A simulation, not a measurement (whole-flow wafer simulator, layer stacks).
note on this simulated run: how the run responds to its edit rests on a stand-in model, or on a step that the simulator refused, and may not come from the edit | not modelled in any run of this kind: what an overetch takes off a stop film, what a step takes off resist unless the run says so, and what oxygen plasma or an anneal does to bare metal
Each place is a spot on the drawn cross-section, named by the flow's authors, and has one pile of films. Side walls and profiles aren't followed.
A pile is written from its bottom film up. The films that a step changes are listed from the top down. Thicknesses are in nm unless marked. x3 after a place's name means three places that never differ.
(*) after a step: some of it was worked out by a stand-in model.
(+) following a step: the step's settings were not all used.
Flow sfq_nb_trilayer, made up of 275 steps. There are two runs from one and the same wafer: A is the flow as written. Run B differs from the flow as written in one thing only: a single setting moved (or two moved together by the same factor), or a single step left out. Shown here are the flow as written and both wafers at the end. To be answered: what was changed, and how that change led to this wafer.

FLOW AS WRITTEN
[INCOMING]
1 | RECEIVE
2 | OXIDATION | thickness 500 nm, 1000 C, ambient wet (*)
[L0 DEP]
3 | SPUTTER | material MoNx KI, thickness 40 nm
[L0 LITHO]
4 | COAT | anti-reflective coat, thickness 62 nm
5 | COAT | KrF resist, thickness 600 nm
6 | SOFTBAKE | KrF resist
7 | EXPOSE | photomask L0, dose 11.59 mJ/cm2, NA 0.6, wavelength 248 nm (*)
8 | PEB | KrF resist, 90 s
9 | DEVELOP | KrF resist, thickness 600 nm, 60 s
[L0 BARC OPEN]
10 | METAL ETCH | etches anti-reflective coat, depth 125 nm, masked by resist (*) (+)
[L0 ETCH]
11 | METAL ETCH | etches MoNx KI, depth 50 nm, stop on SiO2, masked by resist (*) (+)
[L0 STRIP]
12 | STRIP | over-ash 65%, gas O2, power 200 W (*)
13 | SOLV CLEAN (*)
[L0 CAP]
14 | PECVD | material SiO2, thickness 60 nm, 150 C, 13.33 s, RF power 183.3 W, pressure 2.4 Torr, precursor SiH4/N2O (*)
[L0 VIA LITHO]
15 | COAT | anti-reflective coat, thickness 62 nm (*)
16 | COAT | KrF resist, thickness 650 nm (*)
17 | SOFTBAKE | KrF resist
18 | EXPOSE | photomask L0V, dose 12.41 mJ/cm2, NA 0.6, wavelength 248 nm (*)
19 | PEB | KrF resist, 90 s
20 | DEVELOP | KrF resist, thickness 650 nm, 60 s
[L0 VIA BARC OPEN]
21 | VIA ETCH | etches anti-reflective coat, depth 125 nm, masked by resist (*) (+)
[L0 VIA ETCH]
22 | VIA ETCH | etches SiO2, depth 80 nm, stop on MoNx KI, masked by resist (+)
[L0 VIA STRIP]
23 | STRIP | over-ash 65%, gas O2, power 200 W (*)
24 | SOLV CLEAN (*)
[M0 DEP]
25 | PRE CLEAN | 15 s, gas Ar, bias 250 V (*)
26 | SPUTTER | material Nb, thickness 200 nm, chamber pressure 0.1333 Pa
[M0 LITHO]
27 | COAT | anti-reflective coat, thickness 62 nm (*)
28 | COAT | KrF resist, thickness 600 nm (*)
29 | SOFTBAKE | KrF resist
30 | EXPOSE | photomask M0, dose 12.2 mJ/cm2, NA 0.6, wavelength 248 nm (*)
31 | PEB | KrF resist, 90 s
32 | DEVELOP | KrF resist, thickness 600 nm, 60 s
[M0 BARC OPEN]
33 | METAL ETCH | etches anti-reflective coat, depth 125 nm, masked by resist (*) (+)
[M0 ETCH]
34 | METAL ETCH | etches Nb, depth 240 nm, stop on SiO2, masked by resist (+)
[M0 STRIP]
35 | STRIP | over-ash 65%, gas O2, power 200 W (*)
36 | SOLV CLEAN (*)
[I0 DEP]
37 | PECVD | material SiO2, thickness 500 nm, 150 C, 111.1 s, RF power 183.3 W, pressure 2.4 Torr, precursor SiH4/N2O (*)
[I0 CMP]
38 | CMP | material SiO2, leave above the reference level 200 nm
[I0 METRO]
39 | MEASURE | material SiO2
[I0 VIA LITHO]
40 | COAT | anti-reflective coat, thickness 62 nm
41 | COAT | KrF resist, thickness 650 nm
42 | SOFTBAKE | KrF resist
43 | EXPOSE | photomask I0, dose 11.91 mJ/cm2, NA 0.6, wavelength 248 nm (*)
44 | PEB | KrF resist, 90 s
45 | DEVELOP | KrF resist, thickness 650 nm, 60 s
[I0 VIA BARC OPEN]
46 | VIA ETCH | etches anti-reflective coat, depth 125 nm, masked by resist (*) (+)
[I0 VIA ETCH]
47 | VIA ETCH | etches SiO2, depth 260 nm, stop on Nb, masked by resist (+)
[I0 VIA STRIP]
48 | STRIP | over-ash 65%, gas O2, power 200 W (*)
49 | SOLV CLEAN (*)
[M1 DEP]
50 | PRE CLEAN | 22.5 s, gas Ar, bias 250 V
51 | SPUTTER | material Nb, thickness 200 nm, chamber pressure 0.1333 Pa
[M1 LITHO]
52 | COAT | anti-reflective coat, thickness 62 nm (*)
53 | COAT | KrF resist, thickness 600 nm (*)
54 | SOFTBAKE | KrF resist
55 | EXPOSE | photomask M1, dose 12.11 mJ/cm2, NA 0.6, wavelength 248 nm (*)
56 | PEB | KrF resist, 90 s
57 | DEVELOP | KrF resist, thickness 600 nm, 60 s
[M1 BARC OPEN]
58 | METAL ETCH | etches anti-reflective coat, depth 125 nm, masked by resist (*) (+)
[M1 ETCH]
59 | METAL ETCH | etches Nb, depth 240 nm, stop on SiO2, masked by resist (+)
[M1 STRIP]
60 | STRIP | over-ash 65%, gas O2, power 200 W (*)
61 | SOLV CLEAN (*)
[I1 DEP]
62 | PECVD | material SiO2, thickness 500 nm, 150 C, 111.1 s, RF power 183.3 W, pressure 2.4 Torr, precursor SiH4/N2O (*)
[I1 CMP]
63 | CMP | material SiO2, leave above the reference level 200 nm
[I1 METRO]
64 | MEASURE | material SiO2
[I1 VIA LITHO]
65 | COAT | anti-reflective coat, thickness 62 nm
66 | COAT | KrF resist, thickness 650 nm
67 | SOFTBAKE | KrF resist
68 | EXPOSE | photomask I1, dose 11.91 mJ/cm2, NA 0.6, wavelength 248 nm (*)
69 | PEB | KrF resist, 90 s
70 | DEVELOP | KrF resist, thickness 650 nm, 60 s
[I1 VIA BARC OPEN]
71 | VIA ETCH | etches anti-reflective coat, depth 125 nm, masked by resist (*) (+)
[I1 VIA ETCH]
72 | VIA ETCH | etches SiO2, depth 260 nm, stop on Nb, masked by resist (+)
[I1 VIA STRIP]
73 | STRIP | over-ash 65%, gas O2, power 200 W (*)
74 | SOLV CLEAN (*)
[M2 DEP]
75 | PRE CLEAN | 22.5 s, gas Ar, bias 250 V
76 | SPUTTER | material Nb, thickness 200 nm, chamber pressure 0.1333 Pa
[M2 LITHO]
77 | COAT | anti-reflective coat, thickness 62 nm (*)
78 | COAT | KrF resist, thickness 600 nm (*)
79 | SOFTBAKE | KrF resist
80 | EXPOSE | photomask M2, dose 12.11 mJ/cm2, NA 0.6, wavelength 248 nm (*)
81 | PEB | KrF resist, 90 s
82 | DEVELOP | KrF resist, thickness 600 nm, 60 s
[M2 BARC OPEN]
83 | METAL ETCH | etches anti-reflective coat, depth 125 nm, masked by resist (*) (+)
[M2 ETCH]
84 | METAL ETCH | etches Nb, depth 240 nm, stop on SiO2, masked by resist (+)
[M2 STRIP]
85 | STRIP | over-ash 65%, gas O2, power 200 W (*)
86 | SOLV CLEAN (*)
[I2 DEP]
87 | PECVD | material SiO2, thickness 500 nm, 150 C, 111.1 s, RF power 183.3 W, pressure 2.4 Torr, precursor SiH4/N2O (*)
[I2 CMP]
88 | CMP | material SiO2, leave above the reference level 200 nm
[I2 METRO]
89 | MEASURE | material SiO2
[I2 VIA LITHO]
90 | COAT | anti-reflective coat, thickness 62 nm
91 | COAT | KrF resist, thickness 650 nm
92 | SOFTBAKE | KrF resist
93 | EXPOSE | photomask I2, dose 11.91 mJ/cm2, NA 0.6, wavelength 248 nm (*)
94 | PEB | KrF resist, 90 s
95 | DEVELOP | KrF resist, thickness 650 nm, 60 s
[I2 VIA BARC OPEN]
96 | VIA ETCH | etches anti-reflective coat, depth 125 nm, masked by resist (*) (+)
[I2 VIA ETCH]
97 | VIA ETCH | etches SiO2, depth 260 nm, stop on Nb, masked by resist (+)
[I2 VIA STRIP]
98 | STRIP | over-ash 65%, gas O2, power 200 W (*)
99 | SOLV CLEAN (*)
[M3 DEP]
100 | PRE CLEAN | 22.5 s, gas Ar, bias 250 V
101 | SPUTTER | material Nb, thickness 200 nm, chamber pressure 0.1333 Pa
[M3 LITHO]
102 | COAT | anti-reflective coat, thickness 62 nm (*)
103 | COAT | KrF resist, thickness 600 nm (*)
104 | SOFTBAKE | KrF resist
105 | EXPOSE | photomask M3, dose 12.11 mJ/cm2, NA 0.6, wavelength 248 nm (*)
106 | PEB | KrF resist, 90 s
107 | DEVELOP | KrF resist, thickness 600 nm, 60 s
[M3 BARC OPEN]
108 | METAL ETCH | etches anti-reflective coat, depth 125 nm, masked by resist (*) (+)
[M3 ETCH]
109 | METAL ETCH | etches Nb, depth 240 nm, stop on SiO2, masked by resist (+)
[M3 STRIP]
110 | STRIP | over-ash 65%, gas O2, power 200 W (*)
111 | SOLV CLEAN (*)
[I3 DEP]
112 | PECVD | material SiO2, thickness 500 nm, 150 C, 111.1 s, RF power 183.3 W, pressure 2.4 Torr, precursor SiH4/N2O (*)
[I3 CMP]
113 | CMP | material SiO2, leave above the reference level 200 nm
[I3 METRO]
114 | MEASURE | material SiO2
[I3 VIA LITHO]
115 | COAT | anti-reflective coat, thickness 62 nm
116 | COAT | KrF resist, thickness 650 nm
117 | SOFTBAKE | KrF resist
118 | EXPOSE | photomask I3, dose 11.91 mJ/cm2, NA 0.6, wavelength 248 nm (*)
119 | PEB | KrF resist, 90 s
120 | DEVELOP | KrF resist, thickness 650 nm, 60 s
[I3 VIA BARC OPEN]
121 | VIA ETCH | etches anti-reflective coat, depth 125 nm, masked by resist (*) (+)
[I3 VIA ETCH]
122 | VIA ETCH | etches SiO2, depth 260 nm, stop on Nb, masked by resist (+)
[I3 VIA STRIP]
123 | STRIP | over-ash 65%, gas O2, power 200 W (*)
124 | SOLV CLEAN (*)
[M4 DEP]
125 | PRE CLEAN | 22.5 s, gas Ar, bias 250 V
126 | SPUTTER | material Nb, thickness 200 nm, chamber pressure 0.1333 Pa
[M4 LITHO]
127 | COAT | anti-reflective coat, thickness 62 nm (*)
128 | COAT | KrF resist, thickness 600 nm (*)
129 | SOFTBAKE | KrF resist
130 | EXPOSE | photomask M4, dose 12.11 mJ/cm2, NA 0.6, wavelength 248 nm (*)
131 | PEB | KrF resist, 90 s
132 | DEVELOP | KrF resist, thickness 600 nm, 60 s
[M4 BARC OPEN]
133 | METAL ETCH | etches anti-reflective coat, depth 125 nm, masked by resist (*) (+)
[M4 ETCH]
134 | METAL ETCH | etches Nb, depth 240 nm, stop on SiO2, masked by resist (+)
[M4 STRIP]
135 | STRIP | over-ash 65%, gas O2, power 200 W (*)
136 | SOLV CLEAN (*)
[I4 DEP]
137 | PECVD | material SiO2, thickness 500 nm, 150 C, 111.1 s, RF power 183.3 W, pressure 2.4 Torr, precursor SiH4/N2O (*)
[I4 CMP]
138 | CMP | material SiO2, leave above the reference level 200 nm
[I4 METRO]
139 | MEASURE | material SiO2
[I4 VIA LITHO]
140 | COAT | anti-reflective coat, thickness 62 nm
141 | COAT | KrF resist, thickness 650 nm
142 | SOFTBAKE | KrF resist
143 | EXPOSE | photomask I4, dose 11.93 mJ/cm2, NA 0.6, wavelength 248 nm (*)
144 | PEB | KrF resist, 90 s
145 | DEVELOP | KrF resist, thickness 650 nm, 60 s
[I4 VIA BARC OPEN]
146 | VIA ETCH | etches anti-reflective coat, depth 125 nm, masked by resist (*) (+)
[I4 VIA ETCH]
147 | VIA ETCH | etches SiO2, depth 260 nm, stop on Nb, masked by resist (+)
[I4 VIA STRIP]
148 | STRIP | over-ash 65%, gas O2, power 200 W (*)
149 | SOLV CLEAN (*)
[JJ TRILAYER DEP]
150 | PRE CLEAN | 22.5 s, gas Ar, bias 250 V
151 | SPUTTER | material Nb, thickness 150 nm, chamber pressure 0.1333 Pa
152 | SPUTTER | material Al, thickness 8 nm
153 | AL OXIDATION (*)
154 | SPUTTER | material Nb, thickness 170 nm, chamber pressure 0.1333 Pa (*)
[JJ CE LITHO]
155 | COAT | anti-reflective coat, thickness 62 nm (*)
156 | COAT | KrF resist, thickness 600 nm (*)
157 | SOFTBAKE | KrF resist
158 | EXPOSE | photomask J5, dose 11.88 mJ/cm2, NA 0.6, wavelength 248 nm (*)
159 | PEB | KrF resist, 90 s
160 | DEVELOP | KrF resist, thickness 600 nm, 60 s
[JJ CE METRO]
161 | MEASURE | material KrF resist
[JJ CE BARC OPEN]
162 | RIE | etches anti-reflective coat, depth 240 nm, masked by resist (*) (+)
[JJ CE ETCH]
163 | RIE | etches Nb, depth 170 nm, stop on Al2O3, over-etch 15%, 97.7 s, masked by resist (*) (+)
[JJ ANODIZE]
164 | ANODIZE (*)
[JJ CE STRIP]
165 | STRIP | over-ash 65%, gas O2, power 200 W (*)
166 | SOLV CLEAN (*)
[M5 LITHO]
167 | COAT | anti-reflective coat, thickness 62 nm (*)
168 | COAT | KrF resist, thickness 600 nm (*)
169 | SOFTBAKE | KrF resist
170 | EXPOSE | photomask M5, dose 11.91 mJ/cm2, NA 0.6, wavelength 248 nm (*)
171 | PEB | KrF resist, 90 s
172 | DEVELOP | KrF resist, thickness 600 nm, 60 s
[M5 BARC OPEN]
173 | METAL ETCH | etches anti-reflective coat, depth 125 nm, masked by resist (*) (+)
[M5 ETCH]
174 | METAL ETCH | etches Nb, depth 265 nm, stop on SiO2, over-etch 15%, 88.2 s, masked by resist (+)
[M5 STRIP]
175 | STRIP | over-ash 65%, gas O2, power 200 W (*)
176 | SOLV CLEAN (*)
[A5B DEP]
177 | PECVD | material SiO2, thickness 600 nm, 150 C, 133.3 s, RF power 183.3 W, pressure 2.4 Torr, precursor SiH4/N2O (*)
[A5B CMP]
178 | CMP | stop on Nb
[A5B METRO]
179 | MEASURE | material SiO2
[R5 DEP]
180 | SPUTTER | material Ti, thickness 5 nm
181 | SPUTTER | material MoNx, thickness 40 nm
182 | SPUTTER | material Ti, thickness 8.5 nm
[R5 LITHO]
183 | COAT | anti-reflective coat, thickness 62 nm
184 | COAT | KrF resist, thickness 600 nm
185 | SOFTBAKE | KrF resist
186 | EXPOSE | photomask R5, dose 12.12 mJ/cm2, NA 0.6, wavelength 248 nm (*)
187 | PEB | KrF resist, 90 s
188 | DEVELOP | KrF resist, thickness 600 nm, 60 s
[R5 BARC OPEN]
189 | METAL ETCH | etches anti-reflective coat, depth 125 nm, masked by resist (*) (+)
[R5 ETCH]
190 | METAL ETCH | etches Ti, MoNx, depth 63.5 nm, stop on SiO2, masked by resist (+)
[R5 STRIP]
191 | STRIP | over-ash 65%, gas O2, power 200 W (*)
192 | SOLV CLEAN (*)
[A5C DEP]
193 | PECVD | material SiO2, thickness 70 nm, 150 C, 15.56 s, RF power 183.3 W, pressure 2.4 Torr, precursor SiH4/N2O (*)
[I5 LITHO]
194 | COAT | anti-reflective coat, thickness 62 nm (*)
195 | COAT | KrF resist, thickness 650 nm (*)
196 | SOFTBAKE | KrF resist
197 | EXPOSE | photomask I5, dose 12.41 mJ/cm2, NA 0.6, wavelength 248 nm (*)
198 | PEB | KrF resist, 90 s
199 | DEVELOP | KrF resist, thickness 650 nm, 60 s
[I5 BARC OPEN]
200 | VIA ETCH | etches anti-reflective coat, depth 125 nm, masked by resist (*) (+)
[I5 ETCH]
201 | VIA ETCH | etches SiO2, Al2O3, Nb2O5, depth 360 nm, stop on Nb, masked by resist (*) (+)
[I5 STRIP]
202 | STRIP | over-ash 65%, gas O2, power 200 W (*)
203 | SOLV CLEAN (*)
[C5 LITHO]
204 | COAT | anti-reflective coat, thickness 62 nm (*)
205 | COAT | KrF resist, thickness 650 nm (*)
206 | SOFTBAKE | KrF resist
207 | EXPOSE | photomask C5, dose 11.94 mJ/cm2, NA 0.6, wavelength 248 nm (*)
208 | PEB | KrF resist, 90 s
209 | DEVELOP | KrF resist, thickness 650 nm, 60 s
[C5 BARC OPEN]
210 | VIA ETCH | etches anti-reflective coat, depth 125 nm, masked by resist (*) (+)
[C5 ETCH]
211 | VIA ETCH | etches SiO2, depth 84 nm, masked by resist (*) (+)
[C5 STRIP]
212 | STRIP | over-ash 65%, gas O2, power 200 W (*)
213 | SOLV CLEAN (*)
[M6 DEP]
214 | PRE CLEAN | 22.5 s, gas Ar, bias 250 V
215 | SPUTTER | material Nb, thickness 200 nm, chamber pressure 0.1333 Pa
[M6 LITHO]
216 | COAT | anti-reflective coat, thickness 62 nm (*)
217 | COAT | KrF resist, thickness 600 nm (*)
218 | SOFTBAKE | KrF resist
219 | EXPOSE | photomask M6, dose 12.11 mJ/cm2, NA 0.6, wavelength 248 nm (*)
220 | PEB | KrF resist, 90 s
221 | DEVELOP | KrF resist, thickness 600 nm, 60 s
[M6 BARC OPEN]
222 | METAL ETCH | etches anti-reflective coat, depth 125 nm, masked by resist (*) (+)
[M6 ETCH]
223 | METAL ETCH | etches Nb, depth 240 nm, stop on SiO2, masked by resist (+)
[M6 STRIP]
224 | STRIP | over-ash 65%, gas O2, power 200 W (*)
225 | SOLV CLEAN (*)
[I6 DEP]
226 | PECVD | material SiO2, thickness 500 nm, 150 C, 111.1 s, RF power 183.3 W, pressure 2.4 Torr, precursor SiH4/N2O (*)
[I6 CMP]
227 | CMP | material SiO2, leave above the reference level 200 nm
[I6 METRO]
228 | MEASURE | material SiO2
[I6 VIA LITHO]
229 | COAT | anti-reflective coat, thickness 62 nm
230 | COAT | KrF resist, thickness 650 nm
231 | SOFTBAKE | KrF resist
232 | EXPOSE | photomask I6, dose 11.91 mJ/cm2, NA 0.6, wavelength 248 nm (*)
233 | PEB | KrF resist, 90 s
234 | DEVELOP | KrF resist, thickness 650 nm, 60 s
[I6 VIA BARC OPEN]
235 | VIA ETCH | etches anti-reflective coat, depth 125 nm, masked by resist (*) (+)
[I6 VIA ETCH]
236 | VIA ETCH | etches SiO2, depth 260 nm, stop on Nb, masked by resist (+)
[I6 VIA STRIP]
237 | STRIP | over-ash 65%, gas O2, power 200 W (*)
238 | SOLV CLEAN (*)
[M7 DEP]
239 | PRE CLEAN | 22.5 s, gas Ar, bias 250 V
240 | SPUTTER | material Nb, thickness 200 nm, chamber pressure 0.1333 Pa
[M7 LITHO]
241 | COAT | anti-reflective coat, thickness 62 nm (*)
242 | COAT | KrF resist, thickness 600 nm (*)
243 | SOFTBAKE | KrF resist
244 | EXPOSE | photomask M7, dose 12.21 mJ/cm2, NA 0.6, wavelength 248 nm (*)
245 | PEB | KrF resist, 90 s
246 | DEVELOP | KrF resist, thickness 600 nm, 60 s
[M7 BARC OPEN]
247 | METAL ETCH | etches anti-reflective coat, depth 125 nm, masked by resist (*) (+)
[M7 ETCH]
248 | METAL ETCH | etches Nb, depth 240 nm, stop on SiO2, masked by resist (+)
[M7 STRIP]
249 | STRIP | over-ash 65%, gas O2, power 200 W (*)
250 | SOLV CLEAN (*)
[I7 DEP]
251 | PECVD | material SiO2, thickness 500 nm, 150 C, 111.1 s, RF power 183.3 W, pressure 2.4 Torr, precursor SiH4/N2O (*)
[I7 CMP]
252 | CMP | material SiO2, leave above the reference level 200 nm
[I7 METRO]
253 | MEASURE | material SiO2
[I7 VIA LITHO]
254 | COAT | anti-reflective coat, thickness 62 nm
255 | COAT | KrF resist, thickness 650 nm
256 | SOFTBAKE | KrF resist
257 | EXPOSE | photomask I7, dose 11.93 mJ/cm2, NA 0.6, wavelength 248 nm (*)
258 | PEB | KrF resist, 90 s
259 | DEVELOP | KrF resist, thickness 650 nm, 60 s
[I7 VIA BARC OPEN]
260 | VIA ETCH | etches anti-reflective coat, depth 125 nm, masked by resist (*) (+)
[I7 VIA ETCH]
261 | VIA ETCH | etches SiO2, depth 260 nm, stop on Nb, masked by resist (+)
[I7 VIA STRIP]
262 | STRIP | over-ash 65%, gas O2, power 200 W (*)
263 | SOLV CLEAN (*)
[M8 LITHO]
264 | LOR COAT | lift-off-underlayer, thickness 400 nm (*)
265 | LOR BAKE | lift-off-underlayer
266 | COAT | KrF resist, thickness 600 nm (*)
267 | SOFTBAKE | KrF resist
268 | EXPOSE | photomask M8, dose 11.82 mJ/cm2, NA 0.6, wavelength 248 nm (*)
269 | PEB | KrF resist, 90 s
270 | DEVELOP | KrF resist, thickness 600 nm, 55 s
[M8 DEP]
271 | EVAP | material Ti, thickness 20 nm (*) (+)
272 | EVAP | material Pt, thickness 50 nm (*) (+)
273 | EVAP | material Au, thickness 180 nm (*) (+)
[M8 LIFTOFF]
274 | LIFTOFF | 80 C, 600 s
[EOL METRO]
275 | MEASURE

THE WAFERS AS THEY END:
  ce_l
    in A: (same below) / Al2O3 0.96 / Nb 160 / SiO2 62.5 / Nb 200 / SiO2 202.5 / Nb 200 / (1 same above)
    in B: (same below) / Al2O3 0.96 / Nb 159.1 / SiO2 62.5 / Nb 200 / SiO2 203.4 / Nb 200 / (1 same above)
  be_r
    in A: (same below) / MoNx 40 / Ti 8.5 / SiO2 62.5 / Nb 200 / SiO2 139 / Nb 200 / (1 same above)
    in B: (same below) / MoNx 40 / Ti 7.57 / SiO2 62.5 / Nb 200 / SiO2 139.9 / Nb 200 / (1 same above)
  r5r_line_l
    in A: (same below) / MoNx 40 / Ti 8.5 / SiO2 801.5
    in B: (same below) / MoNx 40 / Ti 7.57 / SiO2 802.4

What caused this: step 182, SPUTTER: thickness 7.57 nm was run, whereas the flow has thickness 8.5 nm.
The wafer itself shows it: be_r has Ti 7.57, and step 182 as written asks for 8.5 nm.

Step by step, how the change led to this:
  182 | SPUTTER | material Ti, thickness 8.5 nm
      field_l, v_sur, via_wl and 103 more: A Ti gains 8.5 (new film) | B Ti gains 7.57 (new film)
  190 | METAL ETCH | etches Ti, MoNx, depth 63.5 nm, stop on SiO2, masked by resist (+)
      field_l, v_sur, via_wl and 92 more: A Ti loses 8.5 (all of it), MoNx loses 40 (all of it), Ti loses 5 (all of it) | B Ti loses 7.57 (all of it), MoNx loses 40 (all of it), Ti loses 5 (all of it)
      ce_l, c5j, ce_r, wl_jj: A Ti loses 8.5 (all of it), MoNx loses 40 (all of it), Ti loses 5 (all of it), Nb loses 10 | B Ti loses 7.57 (all of it), MoNx loses 40 (all of it), Ti loses 5 (all of it), Nb loses 10.9
